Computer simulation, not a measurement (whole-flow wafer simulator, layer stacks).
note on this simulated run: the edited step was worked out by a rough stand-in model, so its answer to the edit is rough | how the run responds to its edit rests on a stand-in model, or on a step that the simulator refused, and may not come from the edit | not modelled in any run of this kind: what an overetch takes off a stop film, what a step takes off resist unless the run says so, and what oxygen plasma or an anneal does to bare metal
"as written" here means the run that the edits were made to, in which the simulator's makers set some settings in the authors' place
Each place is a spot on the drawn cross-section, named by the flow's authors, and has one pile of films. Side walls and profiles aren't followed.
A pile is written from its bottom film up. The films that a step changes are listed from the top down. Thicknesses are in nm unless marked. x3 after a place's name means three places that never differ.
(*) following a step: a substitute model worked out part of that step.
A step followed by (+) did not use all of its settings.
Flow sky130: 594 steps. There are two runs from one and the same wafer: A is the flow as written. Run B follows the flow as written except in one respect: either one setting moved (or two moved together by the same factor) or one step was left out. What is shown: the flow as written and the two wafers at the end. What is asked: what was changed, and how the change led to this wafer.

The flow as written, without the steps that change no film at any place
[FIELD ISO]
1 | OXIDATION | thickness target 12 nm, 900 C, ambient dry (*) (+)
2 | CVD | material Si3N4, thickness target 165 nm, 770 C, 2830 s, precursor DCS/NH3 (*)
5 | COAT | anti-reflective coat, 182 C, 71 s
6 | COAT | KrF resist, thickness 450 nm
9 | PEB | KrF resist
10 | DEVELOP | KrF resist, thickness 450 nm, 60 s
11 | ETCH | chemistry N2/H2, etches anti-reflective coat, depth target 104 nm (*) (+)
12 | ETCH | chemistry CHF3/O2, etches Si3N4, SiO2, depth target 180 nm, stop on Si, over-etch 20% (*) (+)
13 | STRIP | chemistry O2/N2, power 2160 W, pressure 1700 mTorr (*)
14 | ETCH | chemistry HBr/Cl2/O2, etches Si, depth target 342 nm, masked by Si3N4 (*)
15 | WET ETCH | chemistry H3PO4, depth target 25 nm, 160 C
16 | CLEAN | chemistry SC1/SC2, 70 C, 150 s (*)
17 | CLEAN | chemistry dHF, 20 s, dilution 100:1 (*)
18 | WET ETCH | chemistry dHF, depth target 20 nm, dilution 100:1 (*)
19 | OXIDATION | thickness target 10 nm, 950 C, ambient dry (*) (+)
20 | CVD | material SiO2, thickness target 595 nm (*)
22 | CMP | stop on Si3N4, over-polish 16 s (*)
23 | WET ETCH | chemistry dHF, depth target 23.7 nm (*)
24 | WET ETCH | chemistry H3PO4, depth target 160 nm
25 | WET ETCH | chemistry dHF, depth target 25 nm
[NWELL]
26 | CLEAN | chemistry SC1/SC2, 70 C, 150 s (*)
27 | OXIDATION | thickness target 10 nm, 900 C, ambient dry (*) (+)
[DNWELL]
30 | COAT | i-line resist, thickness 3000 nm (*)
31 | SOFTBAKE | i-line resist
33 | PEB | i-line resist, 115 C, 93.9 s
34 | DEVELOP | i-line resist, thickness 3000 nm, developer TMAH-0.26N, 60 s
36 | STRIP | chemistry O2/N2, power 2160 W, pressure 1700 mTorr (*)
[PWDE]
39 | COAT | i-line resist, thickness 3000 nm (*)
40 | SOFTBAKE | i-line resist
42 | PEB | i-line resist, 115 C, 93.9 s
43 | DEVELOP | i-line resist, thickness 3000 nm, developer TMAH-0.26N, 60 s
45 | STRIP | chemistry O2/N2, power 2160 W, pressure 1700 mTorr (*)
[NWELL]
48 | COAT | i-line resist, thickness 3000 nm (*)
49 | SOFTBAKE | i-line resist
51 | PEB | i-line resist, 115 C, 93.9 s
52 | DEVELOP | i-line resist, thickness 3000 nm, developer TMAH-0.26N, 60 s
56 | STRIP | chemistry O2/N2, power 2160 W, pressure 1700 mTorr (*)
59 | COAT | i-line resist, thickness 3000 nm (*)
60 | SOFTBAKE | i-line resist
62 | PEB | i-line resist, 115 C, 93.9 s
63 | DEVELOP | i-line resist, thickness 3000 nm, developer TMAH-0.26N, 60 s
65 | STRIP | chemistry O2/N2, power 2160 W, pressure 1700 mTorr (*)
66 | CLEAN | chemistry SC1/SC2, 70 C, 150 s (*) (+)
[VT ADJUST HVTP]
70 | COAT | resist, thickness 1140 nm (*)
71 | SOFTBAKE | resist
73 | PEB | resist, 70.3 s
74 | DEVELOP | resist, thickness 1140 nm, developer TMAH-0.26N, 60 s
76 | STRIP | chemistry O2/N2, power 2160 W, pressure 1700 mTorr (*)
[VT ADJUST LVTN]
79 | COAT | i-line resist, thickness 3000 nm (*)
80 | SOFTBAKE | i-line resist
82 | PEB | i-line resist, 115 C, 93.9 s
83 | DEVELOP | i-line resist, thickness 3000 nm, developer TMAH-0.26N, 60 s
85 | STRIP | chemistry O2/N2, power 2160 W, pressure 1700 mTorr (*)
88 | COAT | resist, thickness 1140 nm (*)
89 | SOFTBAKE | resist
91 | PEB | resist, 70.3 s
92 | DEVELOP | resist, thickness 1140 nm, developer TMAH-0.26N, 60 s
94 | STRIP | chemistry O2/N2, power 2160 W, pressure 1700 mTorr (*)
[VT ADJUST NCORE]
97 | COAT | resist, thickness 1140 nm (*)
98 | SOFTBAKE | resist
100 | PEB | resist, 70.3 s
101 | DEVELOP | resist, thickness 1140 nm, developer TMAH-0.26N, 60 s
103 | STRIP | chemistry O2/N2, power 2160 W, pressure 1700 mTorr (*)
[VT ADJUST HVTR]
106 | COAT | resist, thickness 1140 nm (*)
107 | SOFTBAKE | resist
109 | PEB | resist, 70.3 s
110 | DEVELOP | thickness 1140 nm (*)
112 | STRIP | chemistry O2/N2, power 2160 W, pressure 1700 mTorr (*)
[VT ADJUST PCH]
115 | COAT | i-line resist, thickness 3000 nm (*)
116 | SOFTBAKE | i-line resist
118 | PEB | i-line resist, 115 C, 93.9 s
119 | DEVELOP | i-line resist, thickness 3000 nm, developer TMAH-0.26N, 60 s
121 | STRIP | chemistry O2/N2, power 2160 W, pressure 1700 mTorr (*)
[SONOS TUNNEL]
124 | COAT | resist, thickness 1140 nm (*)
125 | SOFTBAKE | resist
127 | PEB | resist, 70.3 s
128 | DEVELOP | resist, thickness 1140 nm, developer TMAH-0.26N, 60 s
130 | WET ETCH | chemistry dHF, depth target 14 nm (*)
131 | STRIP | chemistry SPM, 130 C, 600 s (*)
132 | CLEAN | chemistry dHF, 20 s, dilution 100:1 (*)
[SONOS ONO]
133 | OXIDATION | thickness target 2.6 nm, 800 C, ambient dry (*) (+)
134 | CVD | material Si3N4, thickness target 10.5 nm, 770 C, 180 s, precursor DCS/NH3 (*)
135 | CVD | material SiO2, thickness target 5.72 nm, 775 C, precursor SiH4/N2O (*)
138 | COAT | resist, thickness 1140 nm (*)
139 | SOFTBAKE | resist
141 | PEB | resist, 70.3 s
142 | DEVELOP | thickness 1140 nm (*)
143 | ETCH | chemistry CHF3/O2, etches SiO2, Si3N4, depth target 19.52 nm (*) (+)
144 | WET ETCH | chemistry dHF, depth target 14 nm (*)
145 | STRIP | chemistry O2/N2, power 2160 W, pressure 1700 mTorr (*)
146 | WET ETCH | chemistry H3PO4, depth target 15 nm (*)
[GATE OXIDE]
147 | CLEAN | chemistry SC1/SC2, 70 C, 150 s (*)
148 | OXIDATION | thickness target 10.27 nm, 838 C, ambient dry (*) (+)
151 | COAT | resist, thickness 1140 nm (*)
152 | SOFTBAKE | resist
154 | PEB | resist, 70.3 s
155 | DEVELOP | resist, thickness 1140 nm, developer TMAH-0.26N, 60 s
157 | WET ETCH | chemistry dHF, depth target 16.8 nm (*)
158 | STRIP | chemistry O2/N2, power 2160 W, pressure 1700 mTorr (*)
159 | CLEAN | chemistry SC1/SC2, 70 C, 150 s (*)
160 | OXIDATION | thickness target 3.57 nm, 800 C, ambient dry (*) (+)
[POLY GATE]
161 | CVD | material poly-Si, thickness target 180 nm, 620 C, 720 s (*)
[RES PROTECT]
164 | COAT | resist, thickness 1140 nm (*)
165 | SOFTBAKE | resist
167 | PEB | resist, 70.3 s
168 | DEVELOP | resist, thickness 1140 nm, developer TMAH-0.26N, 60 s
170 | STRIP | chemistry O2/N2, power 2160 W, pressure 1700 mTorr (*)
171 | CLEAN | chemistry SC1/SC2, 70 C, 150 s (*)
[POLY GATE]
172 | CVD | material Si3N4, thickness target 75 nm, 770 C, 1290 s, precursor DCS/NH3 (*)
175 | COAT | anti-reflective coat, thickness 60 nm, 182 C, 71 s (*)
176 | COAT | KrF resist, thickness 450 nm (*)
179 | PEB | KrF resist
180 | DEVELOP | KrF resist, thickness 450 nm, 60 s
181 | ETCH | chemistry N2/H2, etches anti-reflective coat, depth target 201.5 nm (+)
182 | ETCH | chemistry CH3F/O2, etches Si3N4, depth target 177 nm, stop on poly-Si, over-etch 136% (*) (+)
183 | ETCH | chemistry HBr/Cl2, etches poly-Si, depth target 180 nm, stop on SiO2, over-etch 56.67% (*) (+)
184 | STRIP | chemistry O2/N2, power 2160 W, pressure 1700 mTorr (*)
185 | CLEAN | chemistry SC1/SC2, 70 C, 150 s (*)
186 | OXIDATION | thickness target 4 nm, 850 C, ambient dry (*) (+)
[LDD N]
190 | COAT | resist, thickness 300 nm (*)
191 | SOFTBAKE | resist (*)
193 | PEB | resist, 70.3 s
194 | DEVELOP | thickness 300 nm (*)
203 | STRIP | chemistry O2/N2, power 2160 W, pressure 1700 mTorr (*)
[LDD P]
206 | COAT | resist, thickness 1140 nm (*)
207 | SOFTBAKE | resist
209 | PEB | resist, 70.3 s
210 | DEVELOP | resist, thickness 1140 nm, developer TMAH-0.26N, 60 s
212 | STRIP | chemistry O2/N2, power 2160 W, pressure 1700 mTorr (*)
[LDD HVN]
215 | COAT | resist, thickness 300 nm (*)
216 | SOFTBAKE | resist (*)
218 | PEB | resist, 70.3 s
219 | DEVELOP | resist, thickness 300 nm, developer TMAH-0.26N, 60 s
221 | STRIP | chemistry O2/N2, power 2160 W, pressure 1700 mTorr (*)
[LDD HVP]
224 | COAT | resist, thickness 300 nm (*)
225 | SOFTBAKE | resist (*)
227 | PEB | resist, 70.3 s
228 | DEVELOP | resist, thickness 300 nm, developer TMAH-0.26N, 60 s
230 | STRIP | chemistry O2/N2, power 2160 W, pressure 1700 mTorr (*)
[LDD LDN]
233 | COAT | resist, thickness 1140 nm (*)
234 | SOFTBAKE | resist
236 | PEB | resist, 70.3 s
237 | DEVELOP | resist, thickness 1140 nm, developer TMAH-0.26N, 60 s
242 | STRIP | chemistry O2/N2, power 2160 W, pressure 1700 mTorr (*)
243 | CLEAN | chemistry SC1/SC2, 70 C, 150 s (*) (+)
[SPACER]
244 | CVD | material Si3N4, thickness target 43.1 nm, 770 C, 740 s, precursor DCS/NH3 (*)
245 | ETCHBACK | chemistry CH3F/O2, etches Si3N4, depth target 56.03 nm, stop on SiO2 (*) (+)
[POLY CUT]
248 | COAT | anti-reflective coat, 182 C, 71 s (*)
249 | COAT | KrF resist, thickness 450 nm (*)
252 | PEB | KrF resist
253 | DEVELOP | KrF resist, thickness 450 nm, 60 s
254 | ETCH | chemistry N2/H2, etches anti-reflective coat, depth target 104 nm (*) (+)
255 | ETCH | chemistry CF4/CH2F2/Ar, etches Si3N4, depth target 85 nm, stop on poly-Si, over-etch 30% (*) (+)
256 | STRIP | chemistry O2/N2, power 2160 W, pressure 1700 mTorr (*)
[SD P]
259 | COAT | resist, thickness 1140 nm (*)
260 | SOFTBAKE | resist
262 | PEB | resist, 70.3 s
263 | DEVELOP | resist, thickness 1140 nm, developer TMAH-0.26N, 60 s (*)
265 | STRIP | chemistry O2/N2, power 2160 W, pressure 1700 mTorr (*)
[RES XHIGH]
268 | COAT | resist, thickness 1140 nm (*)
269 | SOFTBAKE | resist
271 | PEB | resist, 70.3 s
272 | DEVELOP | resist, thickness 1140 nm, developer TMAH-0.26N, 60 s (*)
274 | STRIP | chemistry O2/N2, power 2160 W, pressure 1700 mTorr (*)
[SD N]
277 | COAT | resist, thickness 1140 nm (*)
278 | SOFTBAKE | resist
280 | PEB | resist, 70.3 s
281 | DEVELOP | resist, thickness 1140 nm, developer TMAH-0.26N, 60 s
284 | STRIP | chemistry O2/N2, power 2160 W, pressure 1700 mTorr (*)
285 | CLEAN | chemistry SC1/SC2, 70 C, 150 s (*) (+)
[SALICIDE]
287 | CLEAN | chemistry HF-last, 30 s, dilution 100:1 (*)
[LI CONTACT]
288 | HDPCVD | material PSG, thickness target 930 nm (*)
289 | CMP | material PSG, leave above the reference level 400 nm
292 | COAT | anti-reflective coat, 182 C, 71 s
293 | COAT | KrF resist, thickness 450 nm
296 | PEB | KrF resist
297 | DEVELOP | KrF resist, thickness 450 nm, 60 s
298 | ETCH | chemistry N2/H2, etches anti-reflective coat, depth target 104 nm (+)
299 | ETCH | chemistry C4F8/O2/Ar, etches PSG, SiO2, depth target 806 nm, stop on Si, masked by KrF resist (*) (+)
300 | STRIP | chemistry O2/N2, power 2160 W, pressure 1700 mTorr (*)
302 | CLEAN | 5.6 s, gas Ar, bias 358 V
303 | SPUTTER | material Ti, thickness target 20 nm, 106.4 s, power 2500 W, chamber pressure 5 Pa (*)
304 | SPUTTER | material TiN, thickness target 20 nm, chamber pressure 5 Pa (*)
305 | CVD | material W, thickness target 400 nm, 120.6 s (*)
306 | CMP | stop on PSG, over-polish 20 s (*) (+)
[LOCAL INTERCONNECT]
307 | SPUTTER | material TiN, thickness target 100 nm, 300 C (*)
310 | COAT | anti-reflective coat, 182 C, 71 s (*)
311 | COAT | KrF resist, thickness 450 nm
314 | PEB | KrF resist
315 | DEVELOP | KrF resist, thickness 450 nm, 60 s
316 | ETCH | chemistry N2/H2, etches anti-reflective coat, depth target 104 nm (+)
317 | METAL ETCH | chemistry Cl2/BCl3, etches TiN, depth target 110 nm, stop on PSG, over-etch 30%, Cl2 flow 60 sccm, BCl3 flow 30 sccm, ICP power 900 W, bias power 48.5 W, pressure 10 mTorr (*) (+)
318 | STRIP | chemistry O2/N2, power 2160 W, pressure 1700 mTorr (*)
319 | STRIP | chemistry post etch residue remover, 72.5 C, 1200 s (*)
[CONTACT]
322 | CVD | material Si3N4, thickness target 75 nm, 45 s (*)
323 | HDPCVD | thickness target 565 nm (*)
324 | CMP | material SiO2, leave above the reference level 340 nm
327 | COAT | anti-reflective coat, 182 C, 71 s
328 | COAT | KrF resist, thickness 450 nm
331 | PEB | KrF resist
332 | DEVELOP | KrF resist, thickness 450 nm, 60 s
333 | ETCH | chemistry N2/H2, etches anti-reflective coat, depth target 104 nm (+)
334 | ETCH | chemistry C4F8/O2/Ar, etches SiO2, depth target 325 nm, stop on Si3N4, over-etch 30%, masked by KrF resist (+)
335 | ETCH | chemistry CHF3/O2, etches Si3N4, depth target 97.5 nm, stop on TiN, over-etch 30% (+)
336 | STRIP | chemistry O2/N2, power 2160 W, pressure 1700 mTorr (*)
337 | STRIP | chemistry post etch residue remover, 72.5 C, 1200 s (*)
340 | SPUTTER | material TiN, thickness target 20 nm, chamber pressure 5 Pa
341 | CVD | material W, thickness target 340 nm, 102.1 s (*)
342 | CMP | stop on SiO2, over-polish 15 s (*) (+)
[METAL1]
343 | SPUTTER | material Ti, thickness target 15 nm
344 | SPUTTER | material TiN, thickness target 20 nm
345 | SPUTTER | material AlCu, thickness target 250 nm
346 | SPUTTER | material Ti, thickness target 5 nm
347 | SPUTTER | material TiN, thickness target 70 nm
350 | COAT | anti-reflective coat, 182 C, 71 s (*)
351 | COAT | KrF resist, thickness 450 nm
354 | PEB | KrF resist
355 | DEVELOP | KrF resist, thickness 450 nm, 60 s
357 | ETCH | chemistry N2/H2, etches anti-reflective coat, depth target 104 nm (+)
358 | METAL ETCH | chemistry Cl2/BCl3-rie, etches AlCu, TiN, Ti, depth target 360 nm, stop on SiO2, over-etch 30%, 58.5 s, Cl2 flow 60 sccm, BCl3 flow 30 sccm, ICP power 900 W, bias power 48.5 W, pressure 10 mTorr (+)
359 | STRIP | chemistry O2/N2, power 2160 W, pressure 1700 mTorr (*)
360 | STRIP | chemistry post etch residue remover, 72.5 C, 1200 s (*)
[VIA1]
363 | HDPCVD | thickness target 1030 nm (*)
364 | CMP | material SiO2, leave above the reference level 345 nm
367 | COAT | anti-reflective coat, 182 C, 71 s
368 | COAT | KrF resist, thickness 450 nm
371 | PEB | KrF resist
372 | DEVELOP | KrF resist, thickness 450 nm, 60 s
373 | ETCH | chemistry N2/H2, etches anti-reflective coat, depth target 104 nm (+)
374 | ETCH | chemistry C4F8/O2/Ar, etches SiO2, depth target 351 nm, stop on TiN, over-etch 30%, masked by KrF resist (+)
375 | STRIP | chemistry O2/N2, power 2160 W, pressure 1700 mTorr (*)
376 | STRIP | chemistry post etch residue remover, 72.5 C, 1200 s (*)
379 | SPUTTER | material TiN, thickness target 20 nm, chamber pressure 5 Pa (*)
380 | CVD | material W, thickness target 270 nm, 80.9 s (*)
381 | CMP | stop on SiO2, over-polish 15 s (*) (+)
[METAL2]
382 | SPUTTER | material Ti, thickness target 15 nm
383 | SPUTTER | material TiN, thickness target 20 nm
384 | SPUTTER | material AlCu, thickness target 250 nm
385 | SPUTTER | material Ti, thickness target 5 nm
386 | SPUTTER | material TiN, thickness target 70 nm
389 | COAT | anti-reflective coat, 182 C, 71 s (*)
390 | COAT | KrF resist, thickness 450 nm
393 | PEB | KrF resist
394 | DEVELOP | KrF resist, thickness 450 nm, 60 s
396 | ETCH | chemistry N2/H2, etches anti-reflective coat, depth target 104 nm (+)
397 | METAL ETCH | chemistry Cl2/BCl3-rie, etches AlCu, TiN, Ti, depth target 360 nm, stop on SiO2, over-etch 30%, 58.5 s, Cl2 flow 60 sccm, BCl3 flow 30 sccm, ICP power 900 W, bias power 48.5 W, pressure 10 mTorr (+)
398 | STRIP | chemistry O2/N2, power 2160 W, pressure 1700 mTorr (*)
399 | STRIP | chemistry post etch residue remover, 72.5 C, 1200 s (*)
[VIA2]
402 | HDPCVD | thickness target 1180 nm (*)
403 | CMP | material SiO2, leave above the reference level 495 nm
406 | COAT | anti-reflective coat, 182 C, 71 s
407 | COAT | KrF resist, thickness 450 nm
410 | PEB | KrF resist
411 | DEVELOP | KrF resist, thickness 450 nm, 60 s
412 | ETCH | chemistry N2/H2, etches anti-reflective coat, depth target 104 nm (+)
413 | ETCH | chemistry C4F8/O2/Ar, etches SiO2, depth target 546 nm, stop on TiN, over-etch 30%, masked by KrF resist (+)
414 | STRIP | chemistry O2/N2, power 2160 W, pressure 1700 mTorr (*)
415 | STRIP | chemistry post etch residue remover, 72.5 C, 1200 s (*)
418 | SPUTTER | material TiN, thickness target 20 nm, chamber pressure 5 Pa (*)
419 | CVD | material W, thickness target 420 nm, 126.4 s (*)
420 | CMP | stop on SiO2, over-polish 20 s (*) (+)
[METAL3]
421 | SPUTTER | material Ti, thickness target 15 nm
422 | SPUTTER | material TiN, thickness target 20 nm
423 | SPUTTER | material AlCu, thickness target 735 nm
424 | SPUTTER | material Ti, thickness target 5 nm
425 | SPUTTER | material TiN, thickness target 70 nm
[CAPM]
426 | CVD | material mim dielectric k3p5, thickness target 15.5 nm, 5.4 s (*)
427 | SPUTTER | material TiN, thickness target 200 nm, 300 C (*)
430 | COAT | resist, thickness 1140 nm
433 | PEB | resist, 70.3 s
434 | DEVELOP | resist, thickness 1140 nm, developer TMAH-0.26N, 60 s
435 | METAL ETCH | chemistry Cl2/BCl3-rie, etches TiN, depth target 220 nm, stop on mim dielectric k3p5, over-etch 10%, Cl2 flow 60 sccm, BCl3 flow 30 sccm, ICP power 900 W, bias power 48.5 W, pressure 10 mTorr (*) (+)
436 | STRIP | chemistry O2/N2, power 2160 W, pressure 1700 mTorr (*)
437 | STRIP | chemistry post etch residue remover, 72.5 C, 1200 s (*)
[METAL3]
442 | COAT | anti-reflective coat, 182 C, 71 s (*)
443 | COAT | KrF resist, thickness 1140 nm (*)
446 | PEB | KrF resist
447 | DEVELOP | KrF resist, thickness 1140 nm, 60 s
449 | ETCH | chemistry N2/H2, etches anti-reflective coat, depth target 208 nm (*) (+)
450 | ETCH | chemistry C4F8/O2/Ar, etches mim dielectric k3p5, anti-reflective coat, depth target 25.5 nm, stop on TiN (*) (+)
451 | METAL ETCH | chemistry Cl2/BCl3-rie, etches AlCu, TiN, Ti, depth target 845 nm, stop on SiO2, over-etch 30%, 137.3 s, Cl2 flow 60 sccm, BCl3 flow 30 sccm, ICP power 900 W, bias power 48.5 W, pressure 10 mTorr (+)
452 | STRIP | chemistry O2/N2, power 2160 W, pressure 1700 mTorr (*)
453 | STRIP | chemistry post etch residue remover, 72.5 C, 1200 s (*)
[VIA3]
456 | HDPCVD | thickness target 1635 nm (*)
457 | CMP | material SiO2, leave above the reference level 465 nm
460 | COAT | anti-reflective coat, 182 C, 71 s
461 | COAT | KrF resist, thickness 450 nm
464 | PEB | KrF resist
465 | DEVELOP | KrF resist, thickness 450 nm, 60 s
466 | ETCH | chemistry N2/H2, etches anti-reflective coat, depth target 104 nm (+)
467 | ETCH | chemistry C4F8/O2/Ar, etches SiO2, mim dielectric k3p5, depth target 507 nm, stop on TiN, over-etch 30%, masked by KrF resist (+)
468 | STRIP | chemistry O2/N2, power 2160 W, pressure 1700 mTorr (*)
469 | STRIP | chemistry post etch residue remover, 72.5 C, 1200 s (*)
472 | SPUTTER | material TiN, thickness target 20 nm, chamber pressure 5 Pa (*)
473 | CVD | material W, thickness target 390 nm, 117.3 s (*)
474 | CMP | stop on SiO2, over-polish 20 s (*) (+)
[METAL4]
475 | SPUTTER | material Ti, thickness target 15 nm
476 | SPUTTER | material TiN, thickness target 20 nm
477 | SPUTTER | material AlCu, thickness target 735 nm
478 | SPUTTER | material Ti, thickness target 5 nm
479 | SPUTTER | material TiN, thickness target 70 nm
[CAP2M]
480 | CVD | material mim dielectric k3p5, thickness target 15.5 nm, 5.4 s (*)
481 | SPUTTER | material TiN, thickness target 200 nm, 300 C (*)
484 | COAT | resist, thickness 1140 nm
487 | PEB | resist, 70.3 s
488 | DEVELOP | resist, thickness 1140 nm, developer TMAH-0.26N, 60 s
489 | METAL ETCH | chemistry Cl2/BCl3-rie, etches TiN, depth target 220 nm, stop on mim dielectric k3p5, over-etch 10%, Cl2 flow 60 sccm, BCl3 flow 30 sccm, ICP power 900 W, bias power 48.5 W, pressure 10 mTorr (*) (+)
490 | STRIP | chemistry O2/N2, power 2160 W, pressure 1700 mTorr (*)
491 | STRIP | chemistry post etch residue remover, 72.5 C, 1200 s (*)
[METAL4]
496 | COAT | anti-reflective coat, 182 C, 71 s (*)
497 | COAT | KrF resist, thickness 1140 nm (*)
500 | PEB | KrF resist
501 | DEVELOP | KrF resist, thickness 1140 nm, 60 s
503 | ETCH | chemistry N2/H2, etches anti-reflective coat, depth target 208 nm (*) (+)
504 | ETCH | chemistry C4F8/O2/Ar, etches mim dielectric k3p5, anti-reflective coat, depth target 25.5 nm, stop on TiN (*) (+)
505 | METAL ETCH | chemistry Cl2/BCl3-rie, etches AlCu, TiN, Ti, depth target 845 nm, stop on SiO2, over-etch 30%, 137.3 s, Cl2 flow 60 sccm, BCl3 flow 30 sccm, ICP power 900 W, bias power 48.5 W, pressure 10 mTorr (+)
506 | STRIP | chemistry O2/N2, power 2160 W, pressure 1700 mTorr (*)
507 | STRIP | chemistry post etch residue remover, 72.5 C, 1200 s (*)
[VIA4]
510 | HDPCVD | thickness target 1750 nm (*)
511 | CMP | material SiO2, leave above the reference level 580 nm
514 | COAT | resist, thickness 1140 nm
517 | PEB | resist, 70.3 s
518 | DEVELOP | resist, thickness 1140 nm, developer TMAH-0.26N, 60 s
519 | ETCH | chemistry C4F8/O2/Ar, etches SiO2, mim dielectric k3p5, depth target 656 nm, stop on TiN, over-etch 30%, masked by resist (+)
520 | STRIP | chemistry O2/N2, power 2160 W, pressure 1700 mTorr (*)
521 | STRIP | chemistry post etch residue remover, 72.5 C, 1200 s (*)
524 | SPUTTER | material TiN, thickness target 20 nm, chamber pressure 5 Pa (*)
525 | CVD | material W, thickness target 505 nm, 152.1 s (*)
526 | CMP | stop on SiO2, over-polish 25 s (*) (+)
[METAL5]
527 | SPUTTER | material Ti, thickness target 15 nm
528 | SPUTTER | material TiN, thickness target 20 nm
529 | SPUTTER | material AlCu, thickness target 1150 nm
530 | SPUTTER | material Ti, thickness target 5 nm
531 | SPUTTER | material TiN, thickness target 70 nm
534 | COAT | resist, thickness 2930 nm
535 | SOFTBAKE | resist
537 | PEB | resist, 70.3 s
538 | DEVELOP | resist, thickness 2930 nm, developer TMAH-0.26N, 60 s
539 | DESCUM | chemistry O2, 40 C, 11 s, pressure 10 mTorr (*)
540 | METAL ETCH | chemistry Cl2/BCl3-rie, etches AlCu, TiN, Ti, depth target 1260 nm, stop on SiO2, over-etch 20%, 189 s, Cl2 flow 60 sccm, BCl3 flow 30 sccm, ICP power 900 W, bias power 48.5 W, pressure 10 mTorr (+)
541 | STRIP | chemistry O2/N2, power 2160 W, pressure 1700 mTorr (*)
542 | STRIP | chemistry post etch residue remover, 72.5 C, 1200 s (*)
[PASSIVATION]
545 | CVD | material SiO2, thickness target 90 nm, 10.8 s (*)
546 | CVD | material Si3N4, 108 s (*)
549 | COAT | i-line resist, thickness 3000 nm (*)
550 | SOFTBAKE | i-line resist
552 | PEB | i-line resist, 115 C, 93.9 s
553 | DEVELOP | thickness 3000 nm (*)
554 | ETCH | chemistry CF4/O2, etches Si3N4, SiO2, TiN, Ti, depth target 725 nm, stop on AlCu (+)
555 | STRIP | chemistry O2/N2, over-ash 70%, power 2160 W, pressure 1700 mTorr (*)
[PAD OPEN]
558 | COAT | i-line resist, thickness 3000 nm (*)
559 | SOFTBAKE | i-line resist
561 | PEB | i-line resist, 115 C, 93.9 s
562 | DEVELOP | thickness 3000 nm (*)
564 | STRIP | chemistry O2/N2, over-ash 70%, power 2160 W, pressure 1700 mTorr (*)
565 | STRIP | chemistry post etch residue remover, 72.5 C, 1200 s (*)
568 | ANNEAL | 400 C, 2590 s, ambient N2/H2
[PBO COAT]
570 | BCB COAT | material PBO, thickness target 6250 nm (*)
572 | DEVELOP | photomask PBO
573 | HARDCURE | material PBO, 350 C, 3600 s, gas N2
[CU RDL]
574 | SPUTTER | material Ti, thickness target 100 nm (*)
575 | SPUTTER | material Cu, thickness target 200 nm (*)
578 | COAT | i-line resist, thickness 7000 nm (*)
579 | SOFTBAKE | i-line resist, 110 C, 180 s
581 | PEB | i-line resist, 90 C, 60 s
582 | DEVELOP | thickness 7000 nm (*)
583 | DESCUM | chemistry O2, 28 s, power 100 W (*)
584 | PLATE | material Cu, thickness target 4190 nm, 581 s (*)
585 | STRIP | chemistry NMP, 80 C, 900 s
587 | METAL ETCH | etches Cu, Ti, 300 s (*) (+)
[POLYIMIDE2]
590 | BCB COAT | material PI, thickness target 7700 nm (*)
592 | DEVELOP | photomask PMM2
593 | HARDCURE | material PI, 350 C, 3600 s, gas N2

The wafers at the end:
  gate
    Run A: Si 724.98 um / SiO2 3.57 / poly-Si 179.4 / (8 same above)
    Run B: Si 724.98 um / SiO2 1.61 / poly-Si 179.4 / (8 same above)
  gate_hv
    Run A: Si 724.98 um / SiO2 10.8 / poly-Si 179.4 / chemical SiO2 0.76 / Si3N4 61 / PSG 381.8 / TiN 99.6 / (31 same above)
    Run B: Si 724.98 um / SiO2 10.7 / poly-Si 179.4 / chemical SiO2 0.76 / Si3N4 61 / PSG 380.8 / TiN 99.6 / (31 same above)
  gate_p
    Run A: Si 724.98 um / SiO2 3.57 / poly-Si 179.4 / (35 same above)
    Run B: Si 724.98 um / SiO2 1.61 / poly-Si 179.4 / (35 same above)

What caused this: step 160, OXIDATION: thickness target 1.61 nm was run, though the flow has thickness target 3.57 nm.
One can read it off the wafer: gate has SiO2 1.61, and step 160 as written asks for 3.57 nm.

Step by step, how the change led to this:
  160 | OXIDATION | thickness target 3.57 nm, 800 C, ambient dry (*) (+)
      active, n_well, p_well and 58 more: A SiO2 gains 3.57 (new film), chemical SiO2 loses 0.76 (all of it), Si loses 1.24 | B SiO2 gains 1.61 (new film), chemical SiO2 loses 0.76 (all of it), Si loses 0.38
  186 | OXIDATION | thickness target 4 nm, 850 C, ambient dry (*) (+)
      active, p_well, spacer and 26 more: A SiO2 gains 1.55, Si loses 0.68 | B SiO2 gains 3.29, Si loses 1.45
      ndiff_dn: A SiO2 gains 1.52, Si loses 0.67 | B SiO2 gains 3.06, Si loses 1.35
  248 | COAT | anti-reflective coat, 182 C, 71 s (*)
      gate_p: A anti-reflective coat gains 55 (new film) | B anti-reflective coat gains 56.2 (new film)
  256 | STRIP | chemistry O2/N2, power 2160 W, pressure 1700 mTorr (*)
      gate_p: A KrF resist loses 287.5 (all of it), anti-reflective coat loses 55 (all of it) | B KrF resist loses 287.4 (all of it), anti-reflective coat loses 56.2 (all of it)
  306 | CMP | stop on PSG, over-polish 20 s (*) (+)
      poly_licon: A W loses 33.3 | B W loses 34.4
